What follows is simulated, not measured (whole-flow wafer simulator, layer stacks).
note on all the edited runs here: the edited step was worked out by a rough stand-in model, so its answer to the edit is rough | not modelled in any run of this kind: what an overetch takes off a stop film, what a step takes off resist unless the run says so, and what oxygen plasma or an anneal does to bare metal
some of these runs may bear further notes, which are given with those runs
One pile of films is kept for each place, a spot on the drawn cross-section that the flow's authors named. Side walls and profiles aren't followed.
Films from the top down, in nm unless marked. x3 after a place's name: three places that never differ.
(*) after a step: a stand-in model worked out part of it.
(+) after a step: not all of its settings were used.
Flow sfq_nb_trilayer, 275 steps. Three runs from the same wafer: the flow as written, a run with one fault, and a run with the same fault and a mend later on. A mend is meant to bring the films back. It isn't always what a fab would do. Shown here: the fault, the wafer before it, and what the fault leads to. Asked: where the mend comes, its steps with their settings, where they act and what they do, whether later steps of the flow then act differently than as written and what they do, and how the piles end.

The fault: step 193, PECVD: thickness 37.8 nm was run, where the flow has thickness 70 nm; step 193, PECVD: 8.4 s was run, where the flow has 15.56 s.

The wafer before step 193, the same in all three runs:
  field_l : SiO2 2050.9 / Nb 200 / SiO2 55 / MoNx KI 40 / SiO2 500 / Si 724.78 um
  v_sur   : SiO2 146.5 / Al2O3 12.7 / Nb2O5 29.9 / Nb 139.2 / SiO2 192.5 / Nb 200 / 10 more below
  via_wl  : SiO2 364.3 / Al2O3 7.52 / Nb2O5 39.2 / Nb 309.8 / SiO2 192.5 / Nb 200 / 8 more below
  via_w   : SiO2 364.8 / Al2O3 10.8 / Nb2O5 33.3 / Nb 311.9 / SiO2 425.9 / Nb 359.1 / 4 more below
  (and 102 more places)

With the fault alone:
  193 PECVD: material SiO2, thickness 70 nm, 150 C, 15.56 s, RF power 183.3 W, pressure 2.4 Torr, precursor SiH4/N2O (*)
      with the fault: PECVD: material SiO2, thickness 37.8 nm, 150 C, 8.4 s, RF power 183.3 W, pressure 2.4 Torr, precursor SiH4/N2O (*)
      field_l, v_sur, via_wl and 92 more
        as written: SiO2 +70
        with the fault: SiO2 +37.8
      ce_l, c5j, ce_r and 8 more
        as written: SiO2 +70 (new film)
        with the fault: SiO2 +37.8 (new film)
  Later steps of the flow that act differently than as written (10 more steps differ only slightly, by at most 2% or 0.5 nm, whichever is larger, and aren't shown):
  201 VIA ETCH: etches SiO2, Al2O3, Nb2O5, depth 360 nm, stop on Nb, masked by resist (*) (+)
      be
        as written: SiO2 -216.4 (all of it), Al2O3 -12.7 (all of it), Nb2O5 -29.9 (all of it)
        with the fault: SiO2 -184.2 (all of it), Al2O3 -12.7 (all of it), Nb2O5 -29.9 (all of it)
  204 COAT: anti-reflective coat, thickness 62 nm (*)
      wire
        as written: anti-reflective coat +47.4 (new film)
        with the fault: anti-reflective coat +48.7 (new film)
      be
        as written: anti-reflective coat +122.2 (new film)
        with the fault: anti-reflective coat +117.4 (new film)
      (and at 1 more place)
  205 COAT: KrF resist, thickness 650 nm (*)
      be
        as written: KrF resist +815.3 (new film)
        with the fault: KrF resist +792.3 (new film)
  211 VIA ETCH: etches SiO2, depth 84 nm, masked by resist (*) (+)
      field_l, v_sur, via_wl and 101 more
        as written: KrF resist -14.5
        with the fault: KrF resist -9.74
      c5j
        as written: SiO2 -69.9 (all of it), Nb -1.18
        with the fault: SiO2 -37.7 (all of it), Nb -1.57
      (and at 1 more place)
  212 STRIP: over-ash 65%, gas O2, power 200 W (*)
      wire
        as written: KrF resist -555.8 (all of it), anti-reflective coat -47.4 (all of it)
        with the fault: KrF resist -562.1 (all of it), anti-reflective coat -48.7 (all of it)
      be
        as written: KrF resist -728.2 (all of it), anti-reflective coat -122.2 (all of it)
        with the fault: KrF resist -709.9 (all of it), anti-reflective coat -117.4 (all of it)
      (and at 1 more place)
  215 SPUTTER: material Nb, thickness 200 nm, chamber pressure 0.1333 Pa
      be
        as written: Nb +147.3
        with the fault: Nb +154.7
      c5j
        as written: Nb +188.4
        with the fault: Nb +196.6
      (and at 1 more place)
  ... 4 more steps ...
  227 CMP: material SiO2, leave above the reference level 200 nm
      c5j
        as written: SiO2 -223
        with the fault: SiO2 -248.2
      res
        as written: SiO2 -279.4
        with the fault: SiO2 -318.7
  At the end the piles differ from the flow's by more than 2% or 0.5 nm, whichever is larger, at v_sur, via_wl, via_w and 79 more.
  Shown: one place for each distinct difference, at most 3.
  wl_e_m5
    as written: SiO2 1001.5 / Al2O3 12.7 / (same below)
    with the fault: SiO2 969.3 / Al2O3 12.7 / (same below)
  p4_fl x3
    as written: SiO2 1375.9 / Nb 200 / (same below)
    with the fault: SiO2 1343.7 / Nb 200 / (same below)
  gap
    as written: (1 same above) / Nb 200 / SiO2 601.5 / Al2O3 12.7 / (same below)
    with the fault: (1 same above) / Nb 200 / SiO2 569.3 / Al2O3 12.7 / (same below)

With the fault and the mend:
  The mend comes after step 193.
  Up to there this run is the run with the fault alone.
  193a PECVD: material SiO2, thickness 32.2 nm, 150 C, 7.156 s, RF power 183.3 W, pressure 2.4 Torr, precursor SiH4/N2O (*) (the flow's step 193 once more, with other settings)
      field_l, v_sur, via_wl and 103 more
        SiO2 +32.2
  No later step of the flow acts differently than as written, at any place that is followed, by more than 2% or 0.5 nm, whichever is larger.
  At the end the piles are the same as the flow's at every place that both follow.
